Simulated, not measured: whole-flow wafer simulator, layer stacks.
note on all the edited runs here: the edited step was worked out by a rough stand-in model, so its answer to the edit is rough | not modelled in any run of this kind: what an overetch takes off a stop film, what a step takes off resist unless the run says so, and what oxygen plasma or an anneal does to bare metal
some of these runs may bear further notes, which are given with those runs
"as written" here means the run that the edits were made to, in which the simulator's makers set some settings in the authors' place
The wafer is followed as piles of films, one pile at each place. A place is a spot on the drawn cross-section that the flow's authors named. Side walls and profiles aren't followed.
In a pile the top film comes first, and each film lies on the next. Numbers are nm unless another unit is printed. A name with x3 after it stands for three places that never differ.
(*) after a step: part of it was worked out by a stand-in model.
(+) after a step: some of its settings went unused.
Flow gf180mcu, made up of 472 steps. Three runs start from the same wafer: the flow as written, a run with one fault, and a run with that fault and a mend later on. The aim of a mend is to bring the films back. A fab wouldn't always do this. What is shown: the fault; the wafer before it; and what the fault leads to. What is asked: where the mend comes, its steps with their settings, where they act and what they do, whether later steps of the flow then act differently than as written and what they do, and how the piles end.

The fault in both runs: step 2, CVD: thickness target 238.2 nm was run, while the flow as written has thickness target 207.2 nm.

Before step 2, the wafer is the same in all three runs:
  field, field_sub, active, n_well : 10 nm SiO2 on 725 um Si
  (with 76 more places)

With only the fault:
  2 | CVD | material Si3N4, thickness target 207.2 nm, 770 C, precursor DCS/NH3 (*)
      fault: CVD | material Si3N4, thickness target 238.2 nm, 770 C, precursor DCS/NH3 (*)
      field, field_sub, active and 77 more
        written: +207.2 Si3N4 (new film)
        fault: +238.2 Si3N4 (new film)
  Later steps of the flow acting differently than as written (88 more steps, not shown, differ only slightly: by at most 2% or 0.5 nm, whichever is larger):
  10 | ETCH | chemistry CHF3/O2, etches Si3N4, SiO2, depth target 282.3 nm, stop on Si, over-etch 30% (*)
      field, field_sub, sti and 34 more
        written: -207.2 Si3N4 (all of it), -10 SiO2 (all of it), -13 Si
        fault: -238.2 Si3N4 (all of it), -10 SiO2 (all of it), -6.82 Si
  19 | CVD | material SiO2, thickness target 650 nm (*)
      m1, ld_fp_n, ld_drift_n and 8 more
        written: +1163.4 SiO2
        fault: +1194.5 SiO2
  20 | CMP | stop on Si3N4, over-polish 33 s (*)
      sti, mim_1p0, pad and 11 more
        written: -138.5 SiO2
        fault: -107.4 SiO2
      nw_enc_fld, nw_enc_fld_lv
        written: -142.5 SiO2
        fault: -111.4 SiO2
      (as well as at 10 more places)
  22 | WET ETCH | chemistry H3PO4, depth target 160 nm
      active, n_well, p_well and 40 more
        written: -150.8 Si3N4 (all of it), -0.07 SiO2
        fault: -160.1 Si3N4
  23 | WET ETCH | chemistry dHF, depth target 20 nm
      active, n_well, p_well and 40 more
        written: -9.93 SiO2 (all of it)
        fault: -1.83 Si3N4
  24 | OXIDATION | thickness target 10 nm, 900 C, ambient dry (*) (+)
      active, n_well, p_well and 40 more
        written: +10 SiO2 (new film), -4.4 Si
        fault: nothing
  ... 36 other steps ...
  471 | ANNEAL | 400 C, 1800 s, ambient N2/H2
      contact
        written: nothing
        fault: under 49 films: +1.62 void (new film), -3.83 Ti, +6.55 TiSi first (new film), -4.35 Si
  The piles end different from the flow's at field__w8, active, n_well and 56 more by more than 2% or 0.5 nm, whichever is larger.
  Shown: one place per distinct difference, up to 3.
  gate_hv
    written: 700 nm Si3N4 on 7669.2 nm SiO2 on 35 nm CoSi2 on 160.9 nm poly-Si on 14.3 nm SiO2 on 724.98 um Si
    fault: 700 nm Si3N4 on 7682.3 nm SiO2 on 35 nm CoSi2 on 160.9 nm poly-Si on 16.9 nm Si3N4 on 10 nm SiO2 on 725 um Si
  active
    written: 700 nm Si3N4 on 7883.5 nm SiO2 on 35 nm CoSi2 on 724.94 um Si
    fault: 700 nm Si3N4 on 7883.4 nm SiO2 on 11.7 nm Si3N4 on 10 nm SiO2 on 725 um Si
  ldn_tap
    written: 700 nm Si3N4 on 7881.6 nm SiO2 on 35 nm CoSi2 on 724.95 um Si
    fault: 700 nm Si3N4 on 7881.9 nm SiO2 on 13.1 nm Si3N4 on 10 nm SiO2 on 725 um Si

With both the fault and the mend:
  The mend follows step 9.
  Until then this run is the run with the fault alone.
  9a | STRIP | chemistry O2/N2, power 2160 W, pressure 1700 mTorr (*)
      active, n_well, p_well and 40 more
        -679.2 KrF resist (all of it)
  9b | WET ETCH | chemistry H3PO4, depth target 31.07 nm, 160 C
      field, field_sub, active and 77 more
        -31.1 Si3N4
  9c | HMDS | 120 C, 60 s (the flow's step 4, run once more)
      does not change any film at any place that is followed
  9d | COAT | KrF resist, thickness 700 nm (the flow's step 5, run once more)
      field, field_sub, active and 77 more
        +700 KrF resist (new film)
  9e | SOFTBAKE | KrF resist (the flow's step 6, run once more)
      does not change any film at any place that is followed
  9f | EXPOSE | photomask COMP (the flow's step 7, run once more)
      does not change any film at any place that is followed
  9g | PEB | KrF resist, 135 C, 90 s (the flow's step 8, run once more)
      field, field_sub, active and 77 more
        -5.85 KrF resist
  9h | DEVELOP | thickness 700 nm, 60 s (the flow's step 9, run once more)
      active, n_well, p_well and 40 more
        -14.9 KrF resist
      field, field_sub, sti and 34 more
        -694.2 KrF resist (all of it)
  Every later step of the flow that is run acts as written, at every place that is followed, to within 2% or 0.5 nm, whichever is larger.
  By the end, the piles equal the flow's at every place that both follow.
